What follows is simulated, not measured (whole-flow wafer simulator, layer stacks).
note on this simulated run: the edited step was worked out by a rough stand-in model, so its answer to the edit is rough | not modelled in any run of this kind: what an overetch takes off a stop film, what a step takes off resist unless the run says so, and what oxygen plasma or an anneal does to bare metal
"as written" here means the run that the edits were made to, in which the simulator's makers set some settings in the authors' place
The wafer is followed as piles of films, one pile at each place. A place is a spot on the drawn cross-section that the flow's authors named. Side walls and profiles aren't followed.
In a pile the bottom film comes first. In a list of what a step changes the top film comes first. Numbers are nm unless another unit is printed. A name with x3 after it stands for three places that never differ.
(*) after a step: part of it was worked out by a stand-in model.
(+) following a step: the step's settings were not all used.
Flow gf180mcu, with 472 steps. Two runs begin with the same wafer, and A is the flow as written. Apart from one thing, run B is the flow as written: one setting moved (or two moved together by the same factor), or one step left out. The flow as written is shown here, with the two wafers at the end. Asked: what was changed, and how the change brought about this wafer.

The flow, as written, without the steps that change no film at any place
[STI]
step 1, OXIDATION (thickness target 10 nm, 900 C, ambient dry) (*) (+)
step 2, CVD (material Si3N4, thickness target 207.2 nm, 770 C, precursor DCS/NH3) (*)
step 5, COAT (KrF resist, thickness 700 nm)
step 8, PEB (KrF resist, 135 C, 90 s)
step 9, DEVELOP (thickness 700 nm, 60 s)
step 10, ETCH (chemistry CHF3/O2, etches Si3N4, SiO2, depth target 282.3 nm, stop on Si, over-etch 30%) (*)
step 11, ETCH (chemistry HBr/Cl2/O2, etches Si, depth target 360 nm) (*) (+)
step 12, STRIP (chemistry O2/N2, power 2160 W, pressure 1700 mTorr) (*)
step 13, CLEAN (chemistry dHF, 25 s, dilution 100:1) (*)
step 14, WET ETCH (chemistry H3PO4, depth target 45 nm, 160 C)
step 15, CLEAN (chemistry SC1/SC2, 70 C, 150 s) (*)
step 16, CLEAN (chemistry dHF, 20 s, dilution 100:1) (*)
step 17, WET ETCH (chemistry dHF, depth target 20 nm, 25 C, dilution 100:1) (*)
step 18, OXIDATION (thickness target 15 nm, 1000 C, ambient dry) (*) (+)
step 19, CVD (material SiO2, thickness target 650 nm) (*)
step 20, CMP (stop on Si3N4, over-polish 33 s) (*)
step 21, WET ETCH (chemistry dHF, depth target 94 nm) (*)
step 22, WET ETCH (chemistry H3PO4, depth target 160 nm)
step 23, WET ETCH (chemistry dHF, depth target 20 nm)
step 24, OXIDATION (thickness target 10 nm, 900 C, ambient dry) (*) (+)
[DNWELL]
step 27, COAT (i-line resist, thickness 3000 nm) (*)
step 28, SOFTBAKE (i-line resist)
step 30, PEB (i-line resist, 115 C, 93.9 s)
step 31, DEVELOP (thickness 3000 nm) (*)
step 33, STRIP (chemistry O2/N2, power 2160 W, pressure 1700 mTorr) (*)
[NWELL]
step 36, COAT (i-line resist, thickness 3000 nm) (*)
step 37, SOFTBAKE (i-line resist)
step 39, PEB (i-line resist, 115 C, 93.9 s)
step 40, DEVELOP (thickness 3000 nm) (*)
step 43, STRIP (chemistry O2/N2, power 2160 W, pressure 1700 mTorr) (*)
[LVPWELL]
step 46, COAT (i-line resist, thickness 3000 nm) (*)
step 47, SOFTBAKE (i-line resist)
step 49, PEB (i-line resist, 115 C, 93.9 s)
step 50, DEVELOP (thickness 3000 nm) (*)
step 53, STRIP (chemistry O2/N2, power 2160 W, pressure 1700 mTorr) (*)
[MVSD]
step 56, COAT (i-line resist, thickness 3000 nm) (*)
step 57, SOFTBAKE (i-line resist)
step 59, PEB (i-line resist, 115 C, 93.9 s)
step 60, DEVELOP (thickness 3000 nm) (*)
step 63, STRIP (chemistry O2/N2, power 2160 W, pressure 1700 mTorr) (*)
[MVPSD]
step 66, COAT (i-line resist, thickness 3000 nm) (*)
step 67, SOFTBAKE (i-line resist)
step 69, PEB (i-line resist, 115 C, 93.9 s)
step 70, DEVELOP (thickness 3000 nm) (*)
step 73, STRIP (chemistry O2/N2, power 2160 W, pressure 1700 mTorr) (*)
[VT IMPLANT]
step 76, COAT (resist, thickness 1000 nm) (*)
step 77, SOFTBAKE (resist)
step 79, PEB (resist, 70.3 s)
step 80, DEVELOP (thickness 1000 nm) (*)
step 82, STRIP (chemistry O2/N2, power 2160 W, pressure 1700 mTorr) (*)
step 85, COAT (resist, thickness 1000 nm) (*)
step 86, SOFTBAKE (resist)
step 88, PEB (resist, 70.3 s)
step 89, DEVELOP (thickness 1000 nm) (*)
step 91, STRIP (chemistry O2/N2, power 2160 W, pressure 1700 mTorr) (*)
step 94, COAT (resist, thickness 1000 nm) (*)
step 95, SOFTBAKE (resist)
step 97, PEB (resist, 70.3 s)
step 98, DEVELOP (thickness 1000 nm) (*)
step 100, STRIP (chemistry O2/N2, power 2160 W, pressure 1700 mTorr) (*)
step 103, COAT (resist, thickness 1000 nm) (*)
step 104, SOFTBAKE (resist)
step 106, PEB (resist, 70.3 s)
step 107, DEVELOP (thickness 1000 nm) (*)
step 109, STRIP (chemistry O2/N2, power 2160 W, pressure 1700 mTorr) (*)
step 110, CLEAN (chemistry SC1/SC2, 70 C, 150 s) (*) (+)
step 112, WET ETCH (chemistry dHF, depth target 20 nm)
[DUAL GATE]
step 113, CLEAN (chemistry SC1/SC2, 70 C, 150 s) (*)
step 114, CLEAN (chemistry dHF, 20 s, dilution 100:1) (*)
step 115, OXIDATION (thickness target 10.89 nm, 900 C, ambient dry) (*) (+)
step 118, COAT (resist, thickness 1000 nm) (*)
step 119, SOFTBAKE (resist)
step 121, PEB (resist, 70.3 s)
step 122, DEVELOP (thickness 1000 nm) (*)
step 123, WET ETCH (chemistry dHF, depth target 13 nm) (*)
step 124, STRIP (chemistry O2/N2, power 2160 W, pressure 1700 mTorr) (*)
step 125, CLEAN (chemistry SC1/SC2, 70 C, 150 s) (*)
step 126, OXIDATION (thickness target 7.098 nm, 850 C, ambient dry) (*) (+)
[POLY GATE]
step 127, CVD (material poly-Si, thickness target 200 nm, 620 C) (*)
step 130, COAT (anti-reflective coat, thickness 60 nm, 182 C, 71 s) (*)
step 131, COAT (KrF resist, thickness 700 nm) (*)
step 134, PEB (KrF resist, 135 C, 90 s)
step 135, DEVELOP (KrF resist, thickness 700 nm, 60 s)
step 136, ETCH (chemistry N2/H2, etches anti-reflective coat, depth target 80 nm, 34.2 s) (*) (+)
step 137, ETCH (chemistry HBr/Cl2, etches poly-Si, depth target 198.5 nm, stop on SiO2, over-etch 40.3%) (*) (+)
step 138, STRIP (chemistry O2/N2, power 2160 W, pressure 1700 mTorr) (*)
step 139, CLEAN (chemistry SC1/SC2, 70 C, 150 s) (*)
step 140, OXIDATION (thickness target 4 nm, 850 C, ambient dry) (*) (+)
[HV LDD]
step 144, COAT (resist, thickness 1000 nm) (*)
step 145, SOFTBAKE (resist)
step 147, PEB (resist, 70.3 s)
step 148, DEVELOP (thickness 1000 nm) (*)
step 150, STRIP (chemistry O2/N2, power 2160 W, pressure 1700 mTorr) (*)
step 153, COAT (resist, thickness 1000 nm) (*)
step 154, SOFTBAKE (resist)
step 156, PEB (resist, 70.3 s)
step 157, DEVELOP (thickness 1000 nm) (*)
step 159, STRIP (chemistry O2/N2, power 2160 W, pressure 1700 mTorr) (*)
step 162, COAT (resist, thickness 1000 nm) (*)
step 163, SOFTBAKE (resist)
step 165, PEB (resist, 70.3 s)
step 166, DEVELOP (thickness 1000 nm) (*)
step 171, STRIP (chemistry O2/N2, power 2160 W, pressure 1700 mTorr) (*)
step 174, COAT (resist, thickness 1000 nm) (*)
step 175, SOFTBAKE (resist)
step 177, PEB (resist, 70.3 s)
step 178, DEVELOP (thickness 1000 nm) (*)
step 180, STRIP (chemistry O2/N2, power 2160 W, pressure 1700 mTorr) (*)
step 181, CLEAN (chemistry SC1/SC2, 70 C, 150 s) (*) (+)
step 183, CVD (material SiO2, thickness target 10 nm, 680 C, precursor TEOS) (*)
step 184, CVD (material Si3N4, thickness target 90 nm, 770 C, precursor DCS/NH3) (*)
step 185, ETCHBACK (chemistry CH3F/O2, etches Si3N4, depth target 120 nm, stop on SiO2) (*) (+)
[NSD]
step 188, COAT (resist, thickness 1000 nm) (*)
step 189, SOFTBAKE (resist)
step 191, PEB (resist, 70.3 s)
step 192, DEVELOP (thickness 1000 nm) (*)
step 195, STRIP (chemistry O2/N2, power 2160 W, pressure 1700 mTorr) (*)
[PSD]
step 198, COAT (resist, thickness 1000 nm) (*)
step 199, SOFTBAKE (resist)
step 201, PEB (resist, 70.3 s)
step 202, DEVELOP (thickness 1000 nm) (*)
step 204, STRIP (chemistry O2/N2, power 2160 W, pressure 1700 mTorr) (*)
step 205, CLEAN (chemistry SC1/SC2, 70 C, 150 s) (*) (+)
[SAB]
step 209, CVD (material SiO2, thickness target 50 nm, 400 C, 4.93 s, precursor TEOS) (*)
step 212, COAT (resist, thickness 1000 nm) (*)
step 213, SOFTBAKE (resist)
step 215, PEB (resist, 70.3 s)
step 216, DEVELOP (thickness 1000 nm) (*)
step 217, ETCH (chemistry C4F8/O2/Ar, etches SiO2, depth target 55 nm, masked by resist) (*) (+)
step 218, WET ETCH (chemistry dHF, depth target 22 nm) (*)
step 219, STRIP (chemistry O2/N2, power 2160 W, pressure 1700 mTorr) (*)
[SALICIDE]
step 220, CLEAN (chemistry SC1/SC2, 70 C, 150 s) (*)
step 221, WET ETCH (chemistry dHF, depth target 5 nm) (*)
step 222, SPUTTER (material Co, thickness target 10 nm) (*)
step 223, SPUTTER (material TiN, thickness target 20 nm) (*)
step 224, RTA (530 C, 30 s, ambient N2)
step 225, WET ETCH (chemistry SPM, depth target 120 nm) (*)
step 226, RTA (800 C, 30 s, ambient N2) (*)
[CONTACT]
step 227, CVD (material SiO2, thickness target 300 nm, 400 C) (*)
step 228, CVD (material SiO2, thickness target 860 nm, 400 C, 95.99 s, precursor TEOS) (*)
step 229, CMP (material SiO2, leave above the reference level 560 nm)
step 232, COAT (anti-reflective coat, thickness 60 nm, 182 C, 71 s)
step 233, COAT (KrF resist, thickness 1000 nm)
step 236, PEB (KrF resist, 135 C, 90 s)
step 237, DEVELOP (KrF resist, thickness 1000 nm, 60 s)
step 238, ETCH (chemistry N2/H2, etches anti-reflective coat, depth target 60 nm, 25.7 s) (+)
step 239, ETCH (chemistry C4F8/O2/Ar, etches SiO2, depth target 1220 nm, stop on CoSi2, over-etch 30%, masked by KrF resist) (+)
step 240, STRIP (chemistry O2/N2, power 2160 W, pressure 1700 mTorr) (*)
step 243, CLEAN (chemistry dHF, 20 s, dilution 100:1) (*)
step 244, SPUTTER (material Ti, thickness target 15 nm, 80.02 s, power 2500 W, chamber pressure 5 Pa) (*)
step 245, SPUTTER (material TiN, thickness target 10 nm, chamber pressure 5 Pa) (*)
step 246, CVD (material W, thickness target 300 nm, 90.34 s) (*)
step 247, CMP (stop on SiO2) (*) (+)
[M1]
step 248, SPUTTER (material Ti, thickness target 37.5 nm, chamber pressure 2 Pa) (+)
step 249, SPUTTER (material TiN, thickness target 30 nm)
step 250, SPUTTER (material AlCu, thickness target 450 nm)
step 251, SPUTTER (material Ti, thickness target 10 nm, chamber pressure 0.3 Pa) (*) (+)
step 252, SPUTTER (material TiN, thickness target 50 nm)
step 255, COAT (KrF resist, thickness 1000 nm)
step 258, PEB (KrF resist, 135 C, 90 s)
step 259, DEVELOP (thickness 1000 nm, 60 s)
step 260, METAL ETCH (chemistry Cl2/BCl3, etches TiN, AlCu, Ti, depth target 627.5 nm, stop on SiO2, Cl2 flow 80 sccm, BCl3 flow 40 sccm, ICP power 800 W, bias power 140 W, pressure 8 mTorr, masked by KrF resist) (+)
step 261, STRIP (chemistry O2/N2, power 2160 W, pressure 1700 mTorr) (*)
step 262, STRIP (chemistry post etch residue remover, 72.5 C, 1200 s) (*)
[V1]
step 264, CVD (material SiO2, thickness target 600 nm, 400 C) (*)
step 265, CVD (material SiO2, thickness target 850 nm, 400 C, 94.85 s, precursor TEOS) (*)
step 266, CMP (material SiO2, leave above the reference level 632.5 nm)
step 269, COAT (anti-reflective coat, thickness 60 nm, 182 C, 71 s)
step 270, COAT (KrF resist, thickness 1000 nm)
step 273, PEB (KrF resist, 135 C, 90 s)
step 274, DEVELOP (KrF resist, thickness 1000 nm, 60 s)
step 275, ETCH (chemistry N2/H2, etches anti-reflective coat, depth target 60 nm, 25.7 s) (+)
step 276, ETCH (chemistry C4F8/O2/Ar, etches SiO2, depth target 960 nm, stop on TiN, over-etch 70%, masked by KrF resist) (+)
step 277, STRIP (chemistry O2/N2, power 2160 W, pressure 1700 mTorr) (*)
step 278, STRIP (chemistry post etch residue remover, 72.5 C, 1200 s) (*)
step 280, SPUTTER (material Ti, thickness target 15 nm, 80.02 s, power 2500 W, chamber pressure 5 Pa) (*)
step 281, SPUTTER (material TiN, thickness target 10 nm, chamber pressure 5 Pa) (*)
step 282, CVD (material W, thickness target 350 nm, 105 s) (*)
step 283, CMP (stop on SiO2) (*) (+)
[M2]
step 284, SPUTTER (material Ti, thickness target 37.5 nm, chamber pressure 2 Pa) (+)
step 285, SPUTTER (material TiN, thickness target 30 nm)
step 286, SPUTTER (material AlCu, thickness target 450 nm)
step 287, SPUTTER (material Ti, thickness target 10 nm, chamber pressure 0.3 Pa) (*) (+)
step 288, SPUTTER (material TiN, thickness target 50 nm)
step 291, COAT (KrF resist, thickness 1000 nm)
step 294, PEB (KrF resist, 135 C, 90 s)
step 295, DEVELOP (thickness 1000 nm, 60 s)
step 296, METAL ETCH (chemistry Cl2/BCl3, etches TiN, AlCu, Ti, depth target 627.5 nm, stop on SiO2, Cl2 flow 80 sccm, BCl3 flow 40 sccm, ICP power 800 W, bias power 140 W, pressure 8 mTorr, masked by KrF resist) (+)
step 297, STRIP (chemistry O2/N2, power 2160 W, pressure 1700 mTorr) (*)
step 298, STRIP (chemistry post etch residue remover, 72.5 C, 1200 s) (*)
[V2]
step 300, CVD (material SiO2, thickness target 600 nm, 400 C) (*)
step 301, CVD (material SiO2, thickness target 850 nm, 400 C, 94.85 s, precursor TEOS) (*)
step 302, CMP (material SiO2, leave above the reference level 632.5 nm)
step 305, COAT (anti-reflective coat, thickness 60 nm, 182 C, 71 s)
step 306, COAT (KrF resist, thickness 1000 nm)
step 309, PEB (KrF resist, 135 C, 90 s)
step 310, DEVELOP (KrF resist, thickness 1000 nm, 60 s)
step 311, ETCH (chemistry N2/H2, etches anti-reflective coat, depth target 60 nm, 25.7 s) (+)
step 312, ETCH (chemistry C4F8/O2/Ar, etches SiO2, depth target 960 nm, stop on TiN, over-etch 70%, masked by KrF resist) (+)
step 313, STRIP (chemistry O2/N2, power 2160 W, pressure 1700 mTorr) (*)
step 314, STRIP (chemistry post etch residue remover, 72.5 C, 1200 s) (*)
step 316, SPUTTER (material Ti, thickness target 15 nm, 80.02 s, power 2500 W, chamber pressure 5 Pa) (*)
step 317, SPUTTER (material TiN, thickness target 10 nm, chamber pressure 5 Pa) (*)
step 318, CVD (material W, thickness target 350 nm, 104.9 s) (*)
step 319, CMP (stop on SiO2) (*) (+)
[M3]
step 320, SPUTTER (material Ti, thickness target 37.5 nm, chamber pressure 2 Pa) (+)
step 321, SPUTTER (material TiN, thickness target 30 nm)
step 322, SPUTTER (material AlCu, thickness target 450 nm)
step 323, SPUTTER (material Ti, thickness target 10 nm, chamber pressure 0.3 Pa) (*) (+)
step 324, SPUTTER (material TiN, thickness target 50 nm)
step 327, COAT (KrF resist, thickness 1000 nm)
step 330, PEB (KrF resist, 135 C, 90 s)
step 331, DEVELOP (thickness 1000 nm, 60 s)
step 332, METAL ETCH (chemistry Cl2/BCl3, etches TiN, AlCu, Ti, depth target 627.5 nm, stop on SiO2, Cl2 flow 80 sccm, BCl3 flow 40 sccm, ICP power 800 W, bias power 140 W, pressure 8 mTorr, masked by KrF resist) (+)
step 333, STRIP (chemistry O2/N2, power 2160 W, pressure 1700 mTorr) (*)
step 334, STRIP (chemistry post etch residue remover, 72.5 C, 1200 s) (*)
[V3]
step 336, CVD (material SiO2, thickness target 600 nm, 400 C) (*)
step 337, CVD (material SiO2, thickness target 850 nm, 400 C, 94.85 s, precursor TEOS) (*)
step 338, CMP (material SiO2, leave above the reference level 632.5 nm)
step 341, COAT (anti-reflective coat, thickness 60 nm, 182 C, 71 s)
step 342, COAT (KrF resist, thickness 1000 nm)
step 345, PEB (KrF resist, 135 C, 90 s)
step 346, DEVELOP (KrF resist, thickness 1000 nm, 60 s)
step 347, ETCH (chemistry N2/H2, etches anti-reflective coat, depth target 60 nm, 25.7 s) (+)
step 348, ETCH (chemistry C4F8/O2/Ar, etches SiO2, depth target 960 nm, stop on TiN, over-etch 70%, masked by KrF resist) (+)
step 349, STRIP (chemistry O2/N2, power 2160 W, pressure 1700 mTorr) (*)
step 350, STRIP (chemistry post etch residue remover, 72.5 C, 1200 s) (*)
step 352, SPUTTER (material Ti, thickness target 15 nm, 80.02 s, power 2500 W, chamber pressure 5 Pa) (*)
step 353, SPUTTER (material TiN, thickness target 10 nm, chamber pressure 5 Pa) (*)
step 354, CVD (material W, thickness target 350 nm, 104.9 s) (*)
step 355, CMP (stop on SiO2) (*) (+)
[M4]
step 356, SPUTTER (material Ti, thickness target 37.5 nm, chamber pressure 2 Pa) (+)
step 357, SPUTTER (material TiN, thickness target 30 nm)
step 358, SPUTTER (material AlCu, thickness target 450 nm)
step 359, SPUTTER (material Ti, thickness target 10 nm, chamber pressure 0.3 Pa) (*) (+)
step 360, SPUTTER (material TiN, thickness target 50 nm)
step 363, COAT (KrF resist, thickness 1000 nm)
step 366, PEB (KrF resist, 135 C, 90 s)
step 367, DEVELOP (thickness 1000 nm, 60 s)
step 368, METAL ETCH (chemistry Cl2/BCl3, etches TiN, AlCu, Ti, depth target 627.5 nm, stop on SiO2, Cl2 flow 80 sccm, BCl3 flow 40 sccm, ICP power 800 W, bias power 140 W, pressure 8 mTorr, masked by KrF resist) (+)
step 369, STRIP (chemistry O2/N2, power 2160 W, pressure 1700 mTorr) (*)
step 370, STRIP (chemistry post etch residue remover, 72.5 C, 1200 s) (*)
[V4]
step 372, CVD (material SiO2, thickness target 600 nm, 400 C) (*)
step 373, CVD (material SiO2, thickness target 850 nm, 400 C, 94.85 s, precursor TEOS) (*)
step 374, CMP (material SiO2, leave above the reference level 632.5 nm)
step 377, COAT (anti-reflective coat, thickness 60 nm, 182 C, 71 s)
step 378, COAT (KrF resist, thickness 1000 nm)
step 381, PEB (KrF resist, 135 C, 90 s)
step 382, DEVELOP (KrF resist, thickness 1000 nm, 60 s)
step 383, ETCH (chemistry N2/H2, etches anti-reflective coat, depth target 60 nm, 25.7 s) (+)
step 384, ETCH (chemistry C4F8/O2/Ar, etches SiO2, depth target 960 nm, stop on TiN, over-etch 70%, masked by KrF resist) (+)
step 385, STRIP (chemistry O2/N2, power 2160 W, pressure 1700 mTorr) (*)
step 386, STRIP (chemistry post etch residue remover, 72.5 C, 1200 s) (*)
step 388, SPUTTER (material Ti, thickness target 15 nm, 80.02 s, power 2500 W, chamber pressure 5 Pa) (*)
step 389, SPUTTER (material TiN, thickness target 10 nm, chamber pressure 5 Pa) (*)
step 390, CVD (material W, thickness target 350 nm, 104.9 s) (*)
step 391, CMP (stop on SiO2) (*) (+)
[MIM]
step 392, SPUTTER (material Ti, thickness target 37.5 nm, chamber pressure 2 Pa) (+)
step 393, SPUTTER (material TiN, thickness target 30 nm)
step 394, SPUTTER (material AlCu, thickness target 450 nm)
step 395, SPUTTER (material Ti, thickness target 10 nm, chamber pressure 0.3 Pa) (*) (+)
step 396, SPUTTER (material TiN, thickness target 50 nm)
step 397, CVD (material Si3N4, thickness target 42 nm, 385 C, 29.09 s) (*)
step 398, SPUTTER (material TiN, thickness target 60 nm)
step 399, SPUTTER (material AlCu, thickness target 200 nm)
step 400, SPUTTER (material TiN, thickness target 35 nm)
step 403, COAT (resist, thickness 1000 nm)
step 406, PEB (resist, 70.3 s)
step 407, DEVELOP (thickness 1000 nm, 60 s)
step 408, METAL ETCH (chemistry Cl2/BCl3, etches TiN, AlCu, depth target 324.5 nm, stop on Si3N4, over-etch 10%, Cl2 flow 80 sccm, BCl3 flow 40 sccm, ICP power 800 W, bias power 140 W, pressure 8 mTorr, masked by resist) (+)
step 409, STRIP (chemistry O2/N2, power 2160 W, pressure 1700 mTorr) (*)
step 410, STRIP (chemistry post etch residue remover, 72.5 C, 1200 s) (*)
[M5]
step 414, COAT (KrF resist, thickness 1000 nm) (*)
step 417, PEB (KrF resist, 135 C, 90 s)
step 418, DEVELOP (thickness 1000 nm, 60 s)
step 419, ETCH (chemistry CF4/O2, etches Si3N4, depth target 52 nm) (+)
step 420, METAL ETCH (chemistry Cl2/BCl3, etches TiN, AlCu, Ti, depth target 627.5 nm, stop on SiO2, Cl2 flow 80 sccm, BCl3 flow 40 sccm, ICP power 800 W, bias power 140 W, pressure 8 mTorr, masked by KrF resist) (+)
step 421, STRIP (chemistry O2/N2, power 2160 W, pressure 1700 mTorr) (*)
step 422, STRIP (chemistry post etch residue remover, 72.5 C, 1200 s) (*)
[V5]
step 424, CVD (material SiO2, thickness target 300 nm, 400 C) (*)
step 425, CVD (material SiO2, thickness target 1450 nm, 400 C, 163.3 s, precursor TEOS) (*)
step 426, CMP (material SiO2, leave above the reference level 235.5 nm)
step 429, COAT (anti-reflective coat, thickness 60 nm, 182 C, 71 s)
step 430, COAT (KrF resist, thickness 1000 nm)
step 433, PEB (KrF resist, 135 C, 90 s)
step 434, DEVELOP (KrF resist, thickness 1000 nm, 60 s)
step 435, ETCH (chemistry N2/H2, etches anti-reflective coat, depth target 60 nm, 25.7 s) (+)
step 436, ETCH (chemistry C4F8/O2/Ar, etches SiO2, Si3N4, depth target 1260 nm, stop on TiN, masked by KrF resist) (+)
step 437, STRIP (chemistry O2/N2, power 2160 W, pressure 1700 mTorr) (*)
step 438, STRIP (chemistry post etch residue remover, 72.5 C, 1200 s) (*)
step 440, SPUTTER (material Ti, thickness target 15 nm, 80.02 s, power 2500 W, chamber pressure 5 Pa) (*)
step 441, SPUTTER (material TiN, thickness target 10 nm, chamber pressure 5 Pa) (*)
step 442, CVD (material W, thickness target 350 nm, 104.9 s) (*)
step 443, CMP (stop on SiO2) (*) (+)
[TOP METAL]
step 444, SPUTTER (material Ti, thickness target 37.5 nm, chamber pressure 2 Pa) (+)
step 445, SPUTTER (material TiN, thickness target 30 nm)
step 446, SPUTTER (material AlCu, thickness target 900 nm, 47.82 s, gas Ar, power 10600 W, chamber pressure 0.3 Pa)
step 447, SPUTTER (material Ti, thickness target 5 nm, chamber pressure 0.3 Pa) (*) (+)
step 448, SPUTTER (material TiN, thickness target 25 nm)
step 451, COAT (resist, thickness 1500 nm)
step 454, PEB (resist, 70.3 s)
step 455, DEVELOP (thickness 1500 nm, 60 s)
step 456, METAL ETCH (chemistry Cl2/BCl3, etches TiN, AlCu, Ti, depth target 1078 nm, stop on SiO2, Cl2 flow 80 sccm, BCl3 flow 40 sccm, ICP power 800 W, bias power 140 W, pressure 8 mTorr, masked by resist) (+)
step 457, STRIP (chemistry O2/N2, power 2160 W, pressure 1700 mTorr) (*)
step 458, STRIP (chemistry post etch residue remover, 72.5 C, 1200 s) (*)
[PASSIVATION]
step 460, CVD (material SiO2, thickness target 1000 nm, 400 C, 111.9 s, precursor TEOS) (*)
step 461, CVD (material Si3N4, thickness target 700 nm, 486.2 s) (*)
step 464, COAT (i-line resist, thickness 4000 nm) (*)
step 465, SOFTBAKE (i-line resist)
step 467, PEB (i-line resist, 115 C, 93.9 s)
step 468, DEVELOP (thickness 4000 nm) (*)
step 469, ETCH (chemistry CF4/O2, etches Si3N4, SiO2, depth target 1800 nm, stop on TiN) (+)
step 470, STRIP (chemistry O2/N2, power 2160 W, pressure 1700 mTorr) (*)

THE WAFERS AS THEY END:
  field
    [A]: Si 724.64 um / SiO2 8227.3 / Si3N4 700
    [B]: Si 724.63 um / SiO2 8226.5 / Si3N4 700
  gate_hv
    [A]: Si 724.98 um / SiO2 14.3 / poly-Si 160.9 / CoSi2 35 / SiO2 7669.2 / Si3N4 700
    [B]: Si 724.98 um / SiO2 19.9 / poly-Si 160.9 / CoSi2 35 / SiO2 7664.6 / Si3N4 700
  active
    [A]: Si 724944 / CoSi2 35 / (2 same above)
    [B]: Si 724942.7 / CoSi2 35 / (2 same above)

Cause: step 115, OXIDATION: thickness target 17.09 nm was run, though the flow has thickness target 10.89 nm.

Step by step, how the change led to this:
  step 115, OXIDATION (thickness target 10.89 nm, 900 C, ambient dry) (*) (+)
      active, n_well, p_well and 40 more: A +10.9 SiO2 (new film), -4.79 Si | B +17.1 SiO2 (new film), -7.52 Si
      sti, mim_1p0, pad and 19 more: A +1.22 SiO2, -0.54 Si | B +2.49 SiO2, -1.1 Si
      (and at 27 other places as well)
  step 123, WET ETCH (chemistry dHF, depth target 13 nm) (*)
      active, n_well, p_well and 12 more: A -10.9 SiO2 (all of it) | B -13 SiO2
  step 124, STRIP (chemistry O2/N2, power 2160 W, pressure 1700 mTorr) (*)
      active, n_well, p_well and 12 more: A +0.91 chemical SiO2 (new film), -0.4 Si | B nothing
  step 126, OXIDATION (thickness target 7.098 nm, 850 C, ambient dry) (*) (+)
      active, n_well, p_well and 12 more: A +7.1 SiO2 (new film), -0.76 chemical SiO2 (all of it), -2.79 Si | B +4.65 SiO2, -2.05 Si
      gate_hv, active_hv, active_nat and 25 more: A +3.72 SiO2, -1.64 Si | B +3.17 SiO2, -1.4 Si
  step 130, COAT (anti-reflective coat, thickness 60 nm, 182 C, 71 s) (*)
      ld_fp_p, ld_drift_p: A +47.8 anti-reflective coat (new film) | B +49.2 anti-reflective coat (new film)
      ldn_fp, ldp_fp: A +48.5 anti-reflective coat (new film) | B +49.8 anti-reflective coat (new film)
      (and at 9 other places as well)
  step 136, ETCH (chemistry N2/H2, etches anti-reflective coat, depth target 80 nm, 34.2 s) (*) (+)
      ldn_dft, ldp_dft: A -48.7 anti-reflective coat (all of it), -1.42 poly-Si | B -49.9 anti-reflective coat (all of it), -1.39 poly-Si
      field__w6: A -55.2 anti-reflective coat (all of it), -1.25 poly-Si | B -56.7 anti-reflective coat (all of it), -1.21 poly-Si
      (and at 5 other places as well)
  step 138, STRIP (chemistry O2/N2, power 2160 W, pressure 1700 mTorr) (*)
      ld_fp_n: A +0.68 chemical SiO2 (new film), -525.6 KrF resist (all of it), -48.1 anti-reflective coat (all of it), -0.3 poly-Si | B +0.68 chemical SiO2 (new film), -525.6 KrF resist (all of it), -49.1 anti-reflective coat (all of it), -0.3 poly-Si
      ld_fp_p: A +0.68 chemical SiO2 (new film), -526.2 KrF resist (all of it), -47.8 anti-reflective coat (all of it), -0.3 poly-Si | B +0.68 chemical SiO2 (new film), -525.9 KrF resist (all of it), -49.2 anti-reflective coat (all of it), -0.3 poly-Si
      (and at 3 other places as well)
  step 189, SOFTBAKE (resist)
      field__w9: A +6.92 resist | B -3.06 resist
      active_nat: A +5.49 resist | B +9.35 resist
  step 199, SOFTBAKE (resist)
      field__w9: A +6.92 resist | B -3.06 resist
      active_nat: A +5.49 resist | B +9.35 resist
  step 218, WET ETCH (chemistry dHF, depth target 22 nm) (*)
      active, p_well, sd_n, iso_ptap_pw, iso_ntap_nw, iso_ptap_sub, vpnp_e: A -9.01 SiO2 (all of it) | B -10.3 SiO2 (all of it)
      ldn_tap, ldn_src, ldn_drn, ldp_tap, ldp_src, ldp_drn, ldp_gr: A -16 SiO2 (all of it) | B -21.5 SiO2 (all of it)
      (and at 9 other places as well)
